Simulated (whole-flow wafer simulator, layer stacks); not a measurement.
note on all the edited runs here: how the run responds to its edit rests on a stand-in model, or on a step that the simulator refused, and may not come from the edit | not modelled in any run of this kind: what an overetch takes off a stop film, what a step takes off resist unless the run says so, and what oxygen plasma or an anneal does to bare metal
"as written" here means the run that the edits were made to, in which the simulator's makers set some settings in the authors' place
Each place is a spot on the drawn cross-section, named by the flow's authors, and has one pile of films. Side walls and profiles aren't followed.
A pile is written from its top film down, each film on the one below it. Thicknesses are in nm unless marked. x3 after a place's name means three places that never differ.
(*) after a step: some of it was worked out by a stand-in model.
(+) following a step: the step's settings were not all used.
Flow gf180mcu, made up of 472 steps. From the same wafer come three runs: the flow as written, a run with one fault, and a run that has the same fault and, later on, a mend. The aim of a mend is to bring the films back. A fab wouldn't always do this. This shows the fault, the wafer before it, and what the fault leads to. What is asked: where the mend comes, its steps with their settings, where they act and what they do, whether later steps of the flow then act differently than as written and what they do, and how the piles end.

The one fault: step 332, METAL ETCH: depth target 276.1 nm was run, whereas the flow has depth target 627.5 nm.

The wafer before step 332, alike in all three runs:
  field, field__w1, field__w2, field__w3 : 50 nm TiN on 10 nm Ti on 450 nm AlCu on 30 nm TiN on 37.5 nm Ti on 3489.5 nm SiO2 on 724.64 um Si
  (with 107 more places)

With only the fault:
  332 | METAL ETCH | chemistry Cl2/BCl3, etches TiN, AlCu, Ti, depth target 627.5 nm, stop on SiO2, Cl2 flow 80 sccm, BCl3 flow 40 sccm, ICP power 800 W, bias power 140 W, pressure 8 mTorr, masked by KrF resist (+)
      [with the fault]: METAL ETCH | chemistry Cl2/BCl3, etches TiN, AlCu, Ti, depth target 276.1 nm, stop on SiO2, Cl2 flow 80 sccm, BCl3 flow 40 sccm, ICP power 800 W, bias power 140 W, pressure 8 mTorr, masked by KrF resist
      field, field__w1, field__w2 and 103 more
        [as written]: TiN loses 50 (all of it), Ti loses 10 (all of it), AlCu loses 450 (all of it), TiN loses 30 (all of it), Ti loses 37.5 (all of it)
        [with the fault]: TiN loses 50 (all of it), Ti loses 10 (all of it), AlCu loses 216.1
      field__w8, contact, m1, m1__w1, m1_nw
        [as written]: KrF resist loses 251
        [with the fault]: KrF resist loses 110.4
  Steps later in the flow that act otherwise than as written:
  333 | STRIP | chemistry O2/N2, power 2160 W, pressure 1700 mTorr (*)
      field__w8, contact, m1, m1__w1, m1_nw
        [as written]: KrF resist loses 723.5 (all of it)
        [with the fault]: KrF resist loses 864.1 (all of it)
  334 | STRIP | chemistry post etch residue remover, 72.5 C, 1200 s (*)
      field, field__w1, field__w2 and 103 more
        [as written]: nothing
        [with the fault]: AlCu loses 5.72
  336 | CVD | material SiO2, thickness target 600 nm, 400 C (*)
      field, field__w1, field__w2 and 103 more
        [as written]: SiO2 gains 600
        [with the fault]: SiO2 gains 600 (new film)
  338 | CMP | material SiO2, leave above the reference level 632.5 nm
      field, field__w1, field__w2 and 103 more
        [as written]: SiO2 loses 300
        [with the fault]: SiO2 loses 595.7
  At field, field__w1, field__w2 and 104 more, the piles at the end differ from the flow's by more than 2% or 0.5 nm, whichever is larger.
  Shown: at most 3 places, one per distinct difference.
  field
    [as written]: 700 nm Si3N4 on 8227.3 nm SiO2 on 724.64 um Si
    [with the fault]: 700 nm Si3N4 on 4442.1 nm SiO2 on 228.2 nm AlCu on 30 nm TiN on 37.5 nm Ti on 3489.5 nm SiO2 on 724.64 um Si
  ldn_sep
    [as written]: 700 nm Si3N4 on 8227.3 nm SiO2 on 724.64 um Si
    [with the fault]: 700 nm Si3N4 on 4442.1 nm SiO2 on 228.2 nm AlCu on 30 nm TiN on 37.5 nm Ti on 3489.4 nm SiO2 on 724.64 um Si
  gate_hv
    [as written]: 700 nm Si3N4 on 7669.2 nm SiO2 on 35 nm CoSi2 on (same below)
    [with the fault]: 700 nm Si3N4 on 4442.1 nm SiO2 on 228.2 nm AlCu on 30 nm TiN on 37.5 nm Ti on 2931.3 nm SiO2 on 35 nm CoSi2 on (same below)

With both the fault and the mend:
  The mend stands after step 334.
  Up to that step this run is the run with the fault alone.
  334a | DEHYDRATE | 200 C, 60 s (a further turn of the flow's step 325)
      alters no film at any place that is followed
  334b | HMDS | 120 C, 60 s (a further turn of the flow's step 326)
      alters no film at any place that is followed
  334c | COAT | KrF resist, thickness 1000 nm (*) (a further turn of the flow's step 327)
      iso_ptap_pw, iso_ntap_nw, iso_nw_fld and 33 more
        KrF resist gains 1000 (new film)
      field__w5, field__w9, field_sub__w4 and 18 more
        KrF resist gains 1001.8 (new film)
      field__w6, field_sub, field_sub__w1 and 11 more
        KrF resist gains 1001.9 (new film)
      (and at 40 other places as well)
  334d | SOFTBAKE | KrF resist (a further turn of the flow's step 328)
      alters no film at any place that is followed
  334e | EXPOSE | photomask Metal3 (a further turn of the flow's step 329)
      alters no film at any place that is followed
  334f | PEB | KrF resist, 135 C, 90 s (a further turn of the flow's step 330)
      field__w1, field__w2, field__w3 and 59 more
        KrF resist loses 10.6
      iso_ptap_pw, iso_ntap_nw, iso_nw_fld and 33 more
        KrF resist loses 10.5
      sd_p, gate_p, nw_sep_fld
        KrF resist loses 10.7
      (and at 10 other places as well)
  334g | DEVELOP | thickness 1000 nm, 60 s (a further turn of the flow's step 331)
      iso_ptap_pw, iso_ntap_nw, iso_nw_fld and 33 more
        KrF resist loses 989.5 (all of it)
      field_sub__w2, field_sub__w4, ld_gate_n and 12 more
        KrF resist loses 991.2 (all of it)
      field__w10, p_well, sti and 10 more
        KrF resist loses 991.4 (all of it)
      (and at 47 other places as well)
  334h | METAL ETCH | chemistry Cl2/BCl3, etches TiN, AlCu, Ti, depth target 351.4 nm, stop on SiO2, Cl2 flow 80 sccm, BCl3 flow 40 sccm, ICP power 800 W, bias power 140 W, pressure 8 mTorr, masked by KrF resist (+) (a further turn of the flow's step 332, with different settings)
      field, field__w1, field__w2 and 103 more
        AlCu loses 228.2 (all of it), TiN loses 30 (all of it), Ti loses 37.5 (all of it)
      field__w8, contact, m1, m1__w1, m1_nw
        KrF resist loses 140.6
  334i | STRIP | chemistry O2/N2, power 2160 W, pressure 1700 mTorr (*) (a further turn of the flow's step 333)
      field__w8
        KrF resist loses 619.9 (all of it)
      contact
        KrF resist loses 618.4 (all of it)
      m1
        KrF resist loses 619.8 (all of it)
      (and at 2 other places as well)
  334j | STRIP | chemistry post etch residue remover, 72.5 C, 1200 s (*) (a further turn of the flow's step 334)
      field__w8, contact, m1, m1__w1, m1_nw
        TiN loses 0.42
  None of the later steps of the flow differs from how it acts as written, at any place that is followed, by more than 2% or 0.5 nm, whichever is larger.
  When the end is reached, the piles differ only a little from the flow's at the places that both follow, at most by 2% or 0.5 nm, whichever is larger.
